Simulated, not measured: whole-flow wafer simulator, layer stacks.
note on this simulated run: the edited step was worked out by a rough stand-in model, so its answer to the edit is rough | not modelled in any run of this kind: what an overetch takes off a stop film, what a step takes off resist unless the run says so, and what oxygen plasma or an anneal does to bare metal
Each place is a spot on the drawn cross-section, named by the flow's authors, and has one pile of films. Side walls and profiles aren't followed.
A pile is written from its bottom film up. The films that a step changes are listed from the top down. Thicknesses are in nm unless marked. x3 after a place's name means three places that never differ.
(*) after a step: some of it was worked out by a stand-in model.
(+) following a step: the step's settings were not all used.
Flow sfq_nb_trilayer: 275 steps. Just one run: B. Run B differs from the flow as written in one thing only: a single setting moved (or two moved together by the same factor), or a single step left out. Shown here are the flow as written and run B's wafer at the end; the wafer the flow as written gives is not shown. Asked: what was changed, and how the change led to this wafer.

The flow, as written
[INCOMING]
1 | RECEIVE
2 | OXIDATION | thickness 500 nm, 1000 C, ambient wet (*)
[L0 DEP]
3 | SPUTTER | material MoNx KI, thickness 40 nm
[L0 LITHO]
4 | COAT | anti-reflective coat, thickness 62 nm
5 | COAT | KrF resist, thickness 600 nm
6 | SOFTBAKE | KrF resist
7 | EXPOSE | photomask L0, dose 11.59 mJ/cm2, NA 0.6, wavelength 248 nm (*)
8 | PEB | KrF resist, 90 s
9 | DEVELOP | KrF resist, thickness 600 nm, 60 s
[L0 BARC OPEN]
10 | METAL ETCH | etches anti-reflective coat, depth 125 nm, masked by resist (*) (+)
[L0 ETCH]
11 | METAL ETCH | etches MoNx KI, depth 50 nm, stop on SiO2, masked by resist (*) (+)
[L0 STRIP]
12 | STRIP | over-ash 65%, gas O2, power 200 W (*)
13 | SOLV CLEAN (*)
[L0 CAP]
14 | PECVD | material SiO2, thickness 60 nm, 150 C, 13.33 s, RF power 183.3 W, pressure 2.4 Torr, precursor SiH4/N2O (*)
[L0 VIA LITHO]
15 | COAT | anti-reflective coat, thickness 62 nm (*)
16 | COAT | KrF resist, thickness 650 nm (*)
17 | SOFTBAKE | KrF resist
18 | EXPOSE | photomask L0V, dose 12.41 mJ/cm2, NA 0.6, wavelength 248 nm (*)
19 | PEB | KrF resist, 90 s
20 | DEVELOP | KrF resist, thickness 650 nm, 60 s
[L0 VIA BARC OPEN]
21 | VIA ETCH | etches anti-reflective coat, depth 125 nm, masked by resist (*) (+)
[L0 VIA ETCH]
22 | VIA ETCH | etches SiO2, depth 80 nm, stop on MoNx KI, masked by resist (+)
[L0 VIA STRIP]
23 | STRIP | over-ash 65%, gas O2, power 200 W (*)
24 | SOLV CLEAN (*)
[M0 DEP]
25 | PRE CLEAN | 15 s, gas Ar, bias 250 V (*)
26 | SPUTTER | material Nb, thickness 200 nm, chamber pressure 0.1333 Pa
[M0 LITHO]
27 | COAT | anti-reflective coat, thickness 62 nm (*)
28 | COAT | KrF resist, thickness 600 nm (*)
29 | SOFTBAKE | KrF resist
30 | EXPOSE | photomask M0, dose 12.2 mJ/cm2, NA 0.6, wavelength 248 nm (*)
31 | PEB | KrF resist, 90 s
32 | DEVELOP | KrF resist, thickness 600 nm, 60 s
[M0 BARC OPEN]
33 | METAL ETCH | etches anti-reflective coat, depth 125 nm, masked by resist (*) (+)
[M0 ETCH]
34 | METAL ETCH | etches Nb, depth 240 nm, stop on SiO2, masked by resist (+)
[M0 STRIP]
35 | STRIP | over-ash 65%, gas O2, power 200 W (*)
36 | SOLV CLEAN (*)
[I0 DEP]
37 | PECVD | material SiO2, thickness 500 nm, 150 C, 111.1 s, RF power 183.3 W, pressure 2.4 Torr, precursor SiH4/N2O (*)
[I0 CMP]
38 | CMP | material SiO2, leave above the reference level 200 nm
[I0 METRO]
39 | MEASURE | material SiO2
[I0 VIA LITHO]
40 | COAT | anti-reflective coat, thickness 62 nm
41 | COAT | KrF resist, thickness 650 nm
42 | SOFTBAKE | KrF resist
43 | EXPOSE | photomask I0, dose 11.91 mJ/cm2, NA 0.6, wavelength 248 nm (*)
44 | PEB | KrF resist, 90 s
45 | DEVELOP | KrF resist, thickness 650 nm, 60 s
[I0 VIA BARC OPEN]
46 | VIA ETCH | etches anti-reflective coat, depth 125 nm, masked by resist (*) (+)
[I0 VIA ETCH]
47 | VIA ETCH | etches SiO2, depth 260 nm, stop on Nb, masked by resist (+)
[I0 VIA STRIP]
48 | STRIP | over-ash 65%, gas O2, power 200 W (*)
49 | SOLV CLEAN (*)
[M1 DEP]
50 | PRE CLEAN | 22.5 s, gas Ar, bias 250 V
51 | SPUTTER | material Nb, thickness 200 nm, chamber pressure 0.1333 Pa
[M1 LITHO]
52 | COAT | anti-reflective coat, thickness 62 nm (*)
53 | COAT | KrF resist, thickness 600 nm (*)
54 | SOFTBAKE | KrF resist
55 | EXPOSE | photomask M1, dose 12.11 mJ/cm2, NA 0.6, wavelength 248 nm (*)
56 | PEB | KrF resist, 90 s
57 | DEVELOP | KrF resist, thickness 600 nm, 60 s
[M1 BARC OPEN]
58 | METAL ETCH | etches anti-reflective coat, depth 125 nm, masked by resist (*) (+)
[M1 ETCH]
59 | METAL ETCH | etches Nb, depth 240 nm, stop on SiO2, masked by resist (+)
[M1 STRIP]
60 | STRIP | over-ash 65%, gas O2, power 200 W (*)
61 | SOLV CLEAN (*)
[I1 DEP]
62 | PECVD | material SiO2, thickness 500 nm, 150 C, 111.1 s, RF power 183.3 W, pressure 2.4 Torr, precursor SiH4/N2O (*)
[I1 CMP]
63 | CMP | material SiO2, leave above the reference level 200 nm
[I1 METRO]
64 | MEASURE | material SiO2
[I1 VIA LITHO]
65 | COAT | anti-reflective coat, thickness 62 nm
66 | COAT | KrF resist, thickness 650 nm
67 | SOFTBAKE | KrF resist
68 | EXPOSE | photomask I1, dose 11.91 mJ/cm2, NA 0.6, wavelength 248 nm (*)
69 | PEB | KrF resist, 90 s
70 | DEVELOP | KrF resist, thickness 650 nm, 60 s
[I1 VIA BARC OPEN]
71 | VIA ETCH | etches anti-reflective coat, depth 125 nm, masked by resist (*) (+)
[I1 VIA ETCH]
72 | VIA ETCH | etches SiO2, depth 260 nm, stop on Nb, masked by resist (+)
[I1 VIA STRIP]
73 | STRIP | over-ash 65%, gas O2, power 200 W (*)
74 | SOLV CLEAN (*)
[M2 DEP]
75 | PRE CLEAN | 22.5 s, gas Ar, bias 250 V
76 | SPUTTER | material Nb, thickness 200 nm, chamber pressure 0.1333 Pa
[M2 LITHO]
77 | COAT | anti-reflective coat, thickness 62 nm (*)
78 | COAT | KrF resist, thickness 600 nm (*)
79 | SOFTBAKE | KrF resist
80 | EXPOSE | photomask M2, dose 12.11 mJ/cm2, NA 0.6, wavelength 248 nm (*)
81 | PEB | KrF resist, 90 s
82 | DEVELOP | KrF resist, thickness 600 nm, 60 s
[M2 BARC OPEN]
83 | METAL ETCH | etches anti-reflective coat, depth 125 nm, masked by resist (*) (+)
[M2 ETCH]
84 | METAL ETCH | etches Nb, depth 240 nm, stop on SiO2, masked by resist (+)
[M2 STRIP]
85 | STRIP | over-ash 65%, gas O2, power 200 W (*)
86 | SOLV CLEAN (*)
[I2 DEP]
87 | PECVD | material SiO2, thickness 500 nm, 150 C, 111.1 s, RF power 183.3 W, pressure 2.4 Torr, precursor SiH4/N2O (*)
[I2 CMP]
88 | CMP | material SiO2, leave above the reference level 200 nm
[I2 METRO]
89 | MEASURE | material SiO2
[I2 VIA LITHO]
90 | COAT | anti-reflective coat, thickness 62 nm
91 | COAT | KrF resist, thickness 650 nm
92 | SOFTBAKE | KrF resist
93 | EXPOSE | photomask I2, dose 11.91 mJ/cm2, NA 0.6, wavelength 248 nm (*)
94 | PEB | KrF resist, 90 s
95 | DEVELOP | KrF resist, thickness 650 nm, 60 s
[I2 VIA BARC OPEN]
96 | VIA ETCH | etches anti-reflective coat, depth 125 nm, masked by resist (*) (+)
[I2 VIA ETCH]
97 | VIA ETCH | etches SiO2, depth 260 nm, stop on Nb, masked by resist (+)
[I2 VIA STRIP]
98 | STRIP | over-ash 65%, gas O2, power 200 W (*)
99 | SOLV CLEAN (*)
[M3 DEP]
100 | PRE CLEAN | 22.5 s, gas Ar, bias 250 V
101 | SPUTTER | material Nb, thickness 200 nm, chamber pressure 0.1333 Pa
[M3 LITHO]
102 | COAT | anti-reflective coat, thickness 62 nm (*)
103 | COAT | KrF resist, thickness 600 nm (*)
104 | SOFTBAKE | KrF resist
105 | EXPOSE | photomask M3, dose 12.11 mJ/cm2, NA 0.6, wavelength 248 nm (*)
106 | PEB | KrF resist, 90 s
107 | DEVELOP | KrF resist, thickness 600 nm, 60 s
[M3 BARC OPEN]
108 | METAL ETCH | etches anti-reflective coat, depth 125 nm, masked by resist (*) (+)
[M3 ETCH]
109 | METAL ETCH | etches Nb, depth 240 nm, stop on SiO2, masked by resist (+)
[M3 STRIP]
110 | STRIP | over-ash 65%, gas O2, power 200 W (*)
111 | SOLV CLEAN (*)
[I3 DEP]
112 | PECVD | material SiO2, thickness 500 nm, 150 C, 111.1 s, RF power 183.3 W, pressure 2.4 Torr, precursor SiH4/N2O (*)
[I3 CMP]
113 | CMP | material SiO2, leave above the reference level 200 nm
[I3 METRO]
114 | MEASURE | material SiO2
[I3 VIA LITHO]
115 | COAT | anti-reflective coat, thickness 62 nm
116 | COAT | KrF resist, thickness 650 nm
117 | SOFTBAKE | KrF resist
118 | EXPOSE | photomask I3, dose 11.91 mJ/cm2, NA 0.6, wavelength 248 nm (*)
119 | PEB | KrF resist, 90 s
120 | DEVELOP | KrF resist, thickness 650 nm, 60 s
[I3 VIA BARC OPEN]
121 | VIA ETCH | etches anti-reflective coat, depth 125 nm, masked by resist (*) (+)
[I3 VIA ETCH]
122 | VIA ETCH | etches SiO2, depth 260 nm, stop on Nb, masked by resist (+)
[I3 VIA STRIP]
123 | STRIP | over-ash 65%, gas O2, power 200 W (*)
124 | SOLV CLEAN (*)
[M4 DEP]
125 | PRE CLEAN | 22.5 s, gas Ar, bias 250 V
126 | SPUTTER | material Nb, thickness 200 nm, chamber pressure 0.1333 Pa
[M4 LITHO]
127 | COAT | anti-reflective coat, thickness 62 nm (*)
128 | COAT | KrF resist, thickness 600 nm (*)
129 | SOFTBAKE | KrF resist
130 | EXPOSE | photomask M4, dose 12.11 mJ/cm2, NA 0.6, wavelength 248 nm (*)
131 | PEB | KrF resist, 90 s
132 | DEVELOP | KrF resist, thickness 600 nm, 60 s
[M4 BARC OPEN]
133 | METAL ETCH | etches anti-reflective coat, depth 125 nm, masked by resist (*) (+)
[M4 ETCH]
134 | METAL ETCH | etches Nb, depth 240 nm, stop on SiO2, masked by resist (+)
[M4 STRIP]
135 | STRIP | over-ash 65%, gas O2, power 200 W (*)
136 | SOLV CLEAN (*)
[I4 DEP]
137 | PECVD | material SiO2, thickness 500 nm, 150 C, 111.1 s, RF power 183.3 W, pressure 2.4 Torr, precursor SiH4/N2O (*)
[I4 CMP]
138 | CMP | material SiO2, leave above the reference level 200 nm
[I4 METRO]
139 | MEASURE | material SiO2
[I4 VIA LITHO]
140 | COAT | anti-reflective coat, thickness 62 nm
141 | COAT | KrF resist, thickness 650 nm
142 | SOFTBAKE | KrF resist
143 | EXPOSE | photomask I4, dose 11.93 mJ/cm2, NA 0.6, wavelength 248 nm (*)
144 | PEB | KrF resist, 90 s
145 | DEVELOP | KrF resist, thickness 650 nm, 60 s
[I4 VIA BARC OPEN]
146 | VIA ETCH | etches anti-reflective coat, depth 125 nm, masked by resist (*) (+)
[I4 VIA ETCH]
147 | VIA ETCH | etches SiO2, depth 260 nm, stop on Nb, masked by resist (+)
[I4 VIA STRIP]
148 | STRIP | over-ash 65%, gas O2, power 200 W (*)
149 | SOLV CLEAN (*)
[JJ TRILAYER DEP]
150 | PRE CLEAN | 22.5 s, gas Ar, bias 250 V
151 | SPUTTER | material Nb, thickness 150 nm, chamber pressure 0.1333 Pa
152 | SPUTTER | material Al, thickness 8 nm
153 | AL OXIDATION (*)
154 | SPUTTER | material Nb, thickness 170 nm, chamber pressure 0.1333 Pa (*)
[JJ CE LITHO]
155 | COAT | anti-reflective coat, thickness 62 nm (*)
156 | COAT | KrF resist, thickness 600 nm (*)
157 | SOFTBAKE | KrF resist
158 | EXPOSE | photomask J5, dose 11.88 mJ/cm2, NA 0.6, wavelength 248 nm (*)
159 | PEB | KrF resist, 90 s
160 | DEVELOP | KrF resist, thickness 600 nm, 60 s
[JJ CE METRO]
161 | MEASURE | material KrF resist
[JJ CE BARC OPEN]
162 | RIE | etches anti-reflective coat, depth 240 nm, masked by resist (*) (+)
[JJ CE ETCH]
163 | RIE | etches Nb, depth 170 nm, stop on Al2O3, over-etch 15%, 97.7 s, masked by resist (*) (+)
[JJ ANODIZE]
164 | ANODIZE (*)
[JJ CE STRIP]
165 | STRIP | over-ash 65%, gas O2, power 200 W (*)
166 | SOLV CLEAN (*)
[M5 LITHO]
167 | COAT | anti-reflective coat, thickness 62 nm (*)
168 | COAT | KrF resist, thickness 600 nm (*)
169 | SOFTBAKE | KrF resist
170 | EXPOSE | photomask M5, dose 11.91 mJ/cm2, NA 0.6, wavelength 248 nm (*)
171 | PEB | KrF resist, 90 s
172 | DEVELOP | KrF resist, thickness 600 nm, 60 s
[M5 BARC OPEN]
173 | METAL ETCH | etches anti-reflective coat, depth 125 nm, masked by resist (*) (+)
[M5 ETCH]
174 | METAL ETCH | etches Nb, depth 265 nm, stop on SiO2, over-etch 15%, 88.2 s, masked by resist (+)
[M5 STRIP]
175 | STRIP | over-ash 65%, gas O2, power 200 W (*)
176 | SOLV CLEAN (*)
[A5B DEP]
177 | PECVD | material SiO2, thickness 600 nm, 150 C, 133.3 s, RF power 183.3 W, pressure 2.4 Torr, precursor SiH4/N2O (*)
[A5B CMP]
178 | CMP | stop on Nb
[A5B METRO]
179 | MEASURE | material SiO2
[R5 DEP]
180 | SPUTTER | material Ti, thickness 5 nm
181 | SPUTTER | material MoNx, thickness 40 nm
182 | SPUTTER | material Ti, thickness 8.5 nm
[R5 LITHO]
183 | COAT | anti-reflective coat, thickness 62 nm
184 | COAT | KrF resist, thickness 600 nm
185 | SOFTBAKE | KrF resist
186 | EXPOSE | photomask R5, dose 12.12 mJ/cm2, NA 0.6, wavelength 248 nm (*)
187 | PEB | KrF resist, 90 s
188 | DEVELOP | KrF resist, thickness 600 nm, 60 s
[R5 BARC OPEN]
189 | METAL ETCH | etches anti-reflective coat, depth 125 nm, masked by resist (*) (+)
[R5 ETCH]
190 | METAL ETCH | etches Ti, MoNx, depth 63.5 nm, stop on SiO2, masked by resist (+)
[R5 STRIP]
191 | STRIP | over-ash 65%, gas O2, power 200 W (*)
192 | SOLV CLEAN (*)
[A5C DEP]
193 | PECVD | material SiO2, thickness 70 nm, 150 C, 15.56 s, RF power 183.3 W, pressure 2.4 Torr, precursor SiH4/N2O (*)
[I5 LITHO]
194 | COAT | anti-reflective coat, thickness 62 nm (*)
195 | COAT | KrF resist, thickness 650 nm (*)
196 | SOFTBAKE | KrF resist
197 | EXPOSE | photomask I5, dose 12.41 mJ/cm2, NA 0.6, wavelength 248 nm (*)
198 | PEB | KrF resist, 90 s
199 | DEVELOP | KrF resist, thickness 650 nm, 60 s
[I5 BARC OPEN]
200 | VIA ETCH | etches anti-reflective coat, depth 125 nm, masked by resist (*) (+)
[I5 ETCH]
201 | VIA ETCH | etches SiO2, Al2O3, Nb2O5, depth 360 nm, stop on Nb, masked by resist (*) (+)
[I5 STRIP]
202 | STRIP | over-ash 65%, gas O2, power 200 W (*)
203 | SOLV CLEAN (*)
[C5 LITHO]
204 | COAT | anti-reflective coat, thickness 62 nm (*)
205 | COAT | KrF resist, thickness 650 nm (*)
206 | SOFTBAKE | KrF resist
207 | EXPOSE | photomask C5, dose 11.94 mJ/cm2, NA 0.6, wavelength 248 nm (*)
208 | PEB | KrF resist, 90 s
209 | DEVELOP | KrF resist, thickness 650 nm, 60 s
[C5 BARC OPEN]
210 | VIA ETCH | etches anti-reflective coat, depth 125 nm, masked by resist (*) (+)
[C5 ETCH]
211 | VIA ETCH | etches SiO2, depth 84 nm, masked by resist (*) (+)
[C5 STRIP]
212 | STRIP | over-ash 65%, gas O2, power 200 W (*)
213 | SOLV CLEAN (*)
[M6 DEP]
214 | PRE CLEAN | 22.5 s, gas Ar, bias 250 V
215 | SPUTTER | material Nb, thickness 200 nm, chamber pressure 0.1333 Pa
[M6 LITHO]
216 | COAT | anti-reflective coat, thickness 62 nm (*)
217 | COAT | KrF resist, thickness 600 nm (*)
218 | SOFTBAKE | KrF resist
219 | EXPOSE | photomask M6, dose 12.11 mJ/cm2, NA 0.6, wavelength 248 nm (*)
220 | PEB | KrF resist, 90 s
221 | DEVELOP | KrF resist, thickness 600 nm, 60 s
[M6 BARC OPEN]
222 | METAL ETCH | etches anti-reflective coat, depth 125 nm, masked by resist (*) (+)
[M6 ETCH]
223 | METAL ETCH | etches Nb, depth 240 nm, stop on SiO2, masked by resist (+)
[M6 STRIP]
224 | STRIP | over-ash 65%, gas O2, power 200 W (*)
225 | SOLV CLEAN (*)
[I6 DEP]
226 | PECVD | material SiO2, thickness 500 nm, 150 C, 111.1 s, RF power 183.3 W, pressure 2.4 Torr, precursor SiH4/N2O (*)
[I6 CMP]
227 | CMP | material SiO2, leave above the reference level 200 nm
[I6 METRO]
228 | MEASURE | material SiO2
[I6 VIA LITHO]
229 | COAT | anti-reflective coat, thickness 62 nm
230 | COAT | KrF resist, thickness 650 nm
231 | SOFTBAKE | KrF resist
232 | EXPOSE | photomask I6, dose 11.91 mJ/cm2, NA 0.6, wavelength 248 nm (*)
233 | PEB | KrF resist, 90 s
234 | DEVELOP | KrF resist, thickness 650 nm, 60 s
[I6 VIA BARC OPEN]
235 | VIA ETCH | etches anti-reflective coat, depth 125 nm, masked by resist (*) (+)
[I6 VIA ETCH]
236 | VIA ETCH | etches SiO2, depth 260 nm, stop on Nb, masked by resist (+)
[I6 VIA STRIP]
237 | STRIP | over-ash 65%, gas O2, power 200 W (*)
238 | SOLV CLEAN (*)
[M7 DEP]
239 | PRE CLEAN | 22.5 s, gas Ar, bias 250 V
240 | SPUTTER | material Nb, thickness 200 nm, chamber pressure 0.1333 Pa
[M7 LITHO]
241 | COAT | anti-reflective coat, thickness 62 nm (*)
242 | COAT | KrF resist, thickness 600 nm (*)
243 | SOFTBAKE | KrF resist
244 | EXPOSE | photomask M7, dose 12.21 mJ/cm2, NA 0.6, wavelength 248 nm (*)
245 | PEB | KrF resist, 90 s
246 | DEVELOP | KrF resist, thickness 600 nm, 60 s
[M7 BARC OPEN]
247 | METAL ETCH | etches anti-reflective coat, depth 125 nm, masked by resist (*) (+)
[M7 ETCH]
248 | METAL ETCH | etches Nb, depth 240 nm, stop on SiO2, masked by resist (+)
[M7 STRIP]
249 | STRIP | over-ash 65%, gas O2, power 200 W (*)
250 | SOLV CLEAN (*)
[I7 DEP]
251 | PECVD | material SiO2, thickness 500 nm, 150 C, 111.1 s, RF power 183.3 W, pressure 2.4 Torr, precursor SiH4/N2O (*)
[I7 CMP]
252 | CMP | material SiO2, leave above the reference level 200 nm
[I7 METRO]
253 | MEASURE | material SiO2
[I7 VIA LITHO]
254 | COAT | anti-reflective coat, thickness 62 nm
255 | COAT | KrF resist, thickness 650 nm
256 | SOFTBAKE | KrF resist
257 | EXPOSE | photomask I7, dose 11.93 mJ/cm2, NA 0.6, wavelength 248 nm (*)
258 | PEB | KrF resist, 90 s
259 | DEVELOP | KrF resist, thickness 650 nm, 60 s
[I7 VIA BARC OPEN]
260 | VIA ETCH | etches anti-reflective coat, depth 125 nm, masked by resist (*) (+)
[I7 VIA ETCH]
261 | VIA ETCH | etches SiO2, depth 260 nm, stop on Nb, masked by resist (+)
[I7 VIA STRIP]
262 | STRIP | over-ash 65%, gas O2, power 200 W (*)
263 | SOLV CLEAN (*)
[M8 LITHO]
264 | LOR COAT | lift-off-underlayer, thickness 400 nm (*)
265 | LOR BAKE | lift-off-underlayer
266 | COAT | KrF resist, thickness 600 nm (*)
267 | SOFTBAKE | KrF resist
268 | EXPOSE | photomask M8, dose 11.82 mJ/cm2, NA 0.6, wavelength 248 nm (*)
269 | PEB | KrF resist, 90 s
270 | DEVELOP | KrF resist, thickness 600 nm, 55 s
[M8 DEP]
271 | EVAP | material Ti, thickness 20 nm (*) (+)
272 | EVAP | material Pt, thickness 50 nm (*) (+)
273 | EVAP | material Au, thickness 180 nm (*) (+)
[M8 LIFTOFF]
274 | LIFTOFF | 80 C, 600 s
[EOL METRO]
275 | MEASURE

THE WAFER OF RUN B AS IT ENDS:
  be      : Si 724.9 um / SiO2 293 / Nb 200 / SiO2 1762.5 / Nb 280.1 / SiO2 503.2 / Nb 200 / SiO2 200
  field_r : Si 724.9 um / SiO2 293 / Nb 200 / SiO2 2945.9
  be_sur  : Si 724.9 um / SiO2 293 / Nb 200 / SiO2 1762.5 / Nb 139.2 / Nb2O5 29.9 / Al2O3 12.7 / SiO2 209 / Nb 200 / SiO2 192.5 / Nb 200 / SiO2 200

What caused this: step 2, OXIDATION: thickness 238 nm was run, while the flow as written has thickness 500 nm.

Step by step, how the change led to this:
  2 | OXIDATION | thickness 500 nm, 1000 C, ambient wet (*)
      field_l, v_sur, via_wl and 103 more: +238 SiO2 (new film), -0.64 chemical SiO2 (all of it), -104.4 Si (in the flow as written it would be: +500 SiO2 (new film), -0.64 chemical SiO2 (all of it), -219.7 Si)
